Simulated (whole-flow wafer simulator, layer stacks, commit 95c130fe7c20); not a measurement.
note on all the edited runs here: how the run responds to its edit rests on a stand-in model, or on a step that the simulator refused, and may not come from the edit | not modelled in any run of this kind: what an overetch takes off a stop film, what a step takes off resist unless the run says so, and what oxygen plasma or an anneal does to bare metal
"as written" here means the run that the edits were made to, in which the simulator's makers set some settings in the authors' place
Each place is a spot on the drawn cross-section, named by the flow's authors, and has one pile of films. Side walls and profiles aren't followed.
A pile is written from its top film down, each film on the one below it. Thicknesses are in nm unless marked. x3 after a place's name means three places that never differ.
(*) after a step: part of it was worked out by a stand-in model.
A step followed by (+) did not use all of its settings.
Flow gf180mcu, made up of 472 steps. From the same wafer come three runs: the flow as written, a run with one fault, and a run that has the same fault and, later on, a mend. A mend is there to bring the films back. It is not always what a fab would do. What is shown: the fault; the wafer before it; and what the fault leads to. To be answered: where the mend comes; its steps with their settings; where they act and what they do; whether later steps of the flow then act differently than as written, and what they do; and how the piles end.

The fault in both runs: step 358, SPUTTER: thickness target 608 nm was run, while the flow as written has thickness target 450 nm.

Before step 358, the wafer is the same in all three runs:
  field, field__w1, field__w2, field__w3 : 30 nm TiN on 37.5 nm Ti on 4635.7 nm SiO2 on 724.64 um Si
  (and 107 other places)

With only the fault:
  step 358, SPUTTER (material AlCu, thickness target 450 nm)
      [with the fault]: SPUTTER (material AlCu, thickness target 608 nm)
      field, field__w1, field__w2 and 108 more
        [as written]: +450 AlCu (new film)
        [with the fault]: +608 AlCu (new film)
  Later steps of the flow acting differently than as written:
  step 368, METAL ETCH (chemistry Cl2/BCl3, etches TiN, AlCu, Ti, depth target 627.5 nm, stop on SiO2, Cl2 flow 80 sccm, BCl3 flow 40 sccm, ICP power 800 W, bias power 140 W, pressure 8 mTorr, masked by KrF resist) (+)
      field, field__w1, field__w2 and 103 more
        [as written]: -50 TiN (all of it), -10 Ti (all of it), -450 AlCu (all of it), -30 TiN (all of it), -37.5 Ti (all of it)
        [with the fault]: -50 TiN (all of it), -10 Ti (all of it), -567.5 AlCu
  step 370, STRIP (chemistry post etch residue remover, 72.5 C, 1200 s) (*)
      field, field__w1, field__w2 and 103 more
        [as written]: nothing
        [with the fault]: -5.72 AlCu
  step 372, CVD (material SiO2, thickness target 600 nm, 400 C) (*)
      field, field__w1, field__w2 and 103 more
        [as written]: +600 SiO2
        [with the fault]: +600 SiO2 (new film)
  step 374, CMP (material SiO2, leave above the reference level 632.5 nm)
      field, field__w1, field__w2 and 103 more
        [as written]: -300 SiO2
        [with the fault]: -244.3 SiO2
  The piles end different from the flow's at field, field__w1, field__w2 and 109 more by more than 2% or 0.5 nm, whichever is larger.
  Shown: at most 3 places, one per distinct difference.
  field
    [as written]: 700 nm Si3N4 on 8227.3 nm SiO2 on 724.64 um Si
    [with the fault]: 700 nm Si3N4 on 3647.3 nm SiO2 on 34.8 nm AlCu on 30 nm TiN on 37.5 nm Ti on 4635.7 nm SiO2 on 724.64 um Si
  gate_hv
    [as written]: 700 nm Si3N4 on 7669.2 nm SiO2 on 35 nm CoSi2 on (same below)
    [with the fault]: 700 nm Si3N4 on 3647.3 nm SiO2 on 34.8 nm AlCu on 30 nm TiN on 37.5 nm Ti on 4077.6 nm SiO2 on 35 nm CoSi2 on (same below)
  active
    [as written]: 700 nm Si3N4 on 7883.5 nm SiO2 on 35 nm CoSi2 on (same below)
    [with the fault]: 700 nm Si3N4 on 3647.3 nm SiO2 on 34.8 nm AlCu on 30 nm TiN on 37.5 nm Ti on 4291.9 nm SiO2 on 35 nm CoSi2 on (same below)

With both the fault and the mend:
  The mend follows step 367.
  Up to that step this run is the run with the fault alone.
  step 368, METAL ETCH (chemistry Cl2/BCl3, etches TiN, AlCu, Ti, depth target 785.5 nm, stop on SiO2, Cl2 flow 80 sccm, BCl3 flow 40 sccm, ICP power 800 W, bias power 140 W, pressure 8 mTorr, masked by KrF resist) (+) (the flow's step 368, as written with depth target 627.5 nm)
      field, field__w1, field__w2 and 103 more
        -50 TiN (all of it), -10 Ti (all of it), -608 AlCu (all of it), -30 TiN (all of it), -37.5 Ti (all of it)
      field__w8, contact, m1, m1__w1, m1_nw
        -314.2 KrF resist
  Later steps of the flow acting differently than as written:
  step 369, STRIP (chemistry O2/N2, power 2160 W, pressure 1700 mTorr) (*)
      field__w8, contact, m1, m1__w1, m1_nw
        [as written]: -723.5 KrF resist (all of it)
        [with the mend]: -660.3 KrF resist (all of it)
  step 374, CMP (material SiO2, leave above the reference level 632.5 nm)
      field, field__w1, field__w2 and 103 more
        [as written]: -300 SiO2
        [with the mend]: -142 SiO2
  The piles end different from the flow's at field__w4, field__w8, gate and 34 more by more than 2% or 0.5 nm, whichever is larger.
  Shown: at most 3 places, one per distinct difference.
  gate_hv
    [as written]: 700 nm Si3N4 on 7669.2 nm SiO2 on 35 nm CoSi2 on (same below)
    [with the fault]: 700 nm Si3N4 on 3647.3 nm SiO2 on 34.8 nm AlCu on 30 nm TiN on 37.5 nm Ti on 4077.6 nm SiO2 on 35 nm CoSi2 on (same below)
    [with the mend]: 700 nm Si3N4 on 7827.2 nm SiO2 on 35 nm CoSi2 on (same below)
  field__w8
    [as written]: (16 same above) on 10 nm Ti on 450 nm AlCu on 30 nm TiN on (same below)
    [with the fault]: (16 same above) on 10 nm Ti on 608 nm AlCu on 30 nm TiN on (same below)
    [with the mend]: (16 same above) on 10 nm Ti on 608 nm AlCu on 30 nm TiN on (same below)
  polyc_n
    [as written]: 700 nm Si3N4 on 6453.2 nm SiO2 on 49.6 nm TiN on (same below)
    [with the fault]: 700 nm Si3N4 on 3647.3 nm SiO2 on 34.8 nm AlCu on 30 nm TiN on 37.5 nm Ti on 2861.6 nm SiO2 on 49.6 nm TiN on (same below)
    [with the mend]: 700 nm Si3N4 on 6611.2 nm SiO2 on 49.6 nm TiN on (same below)
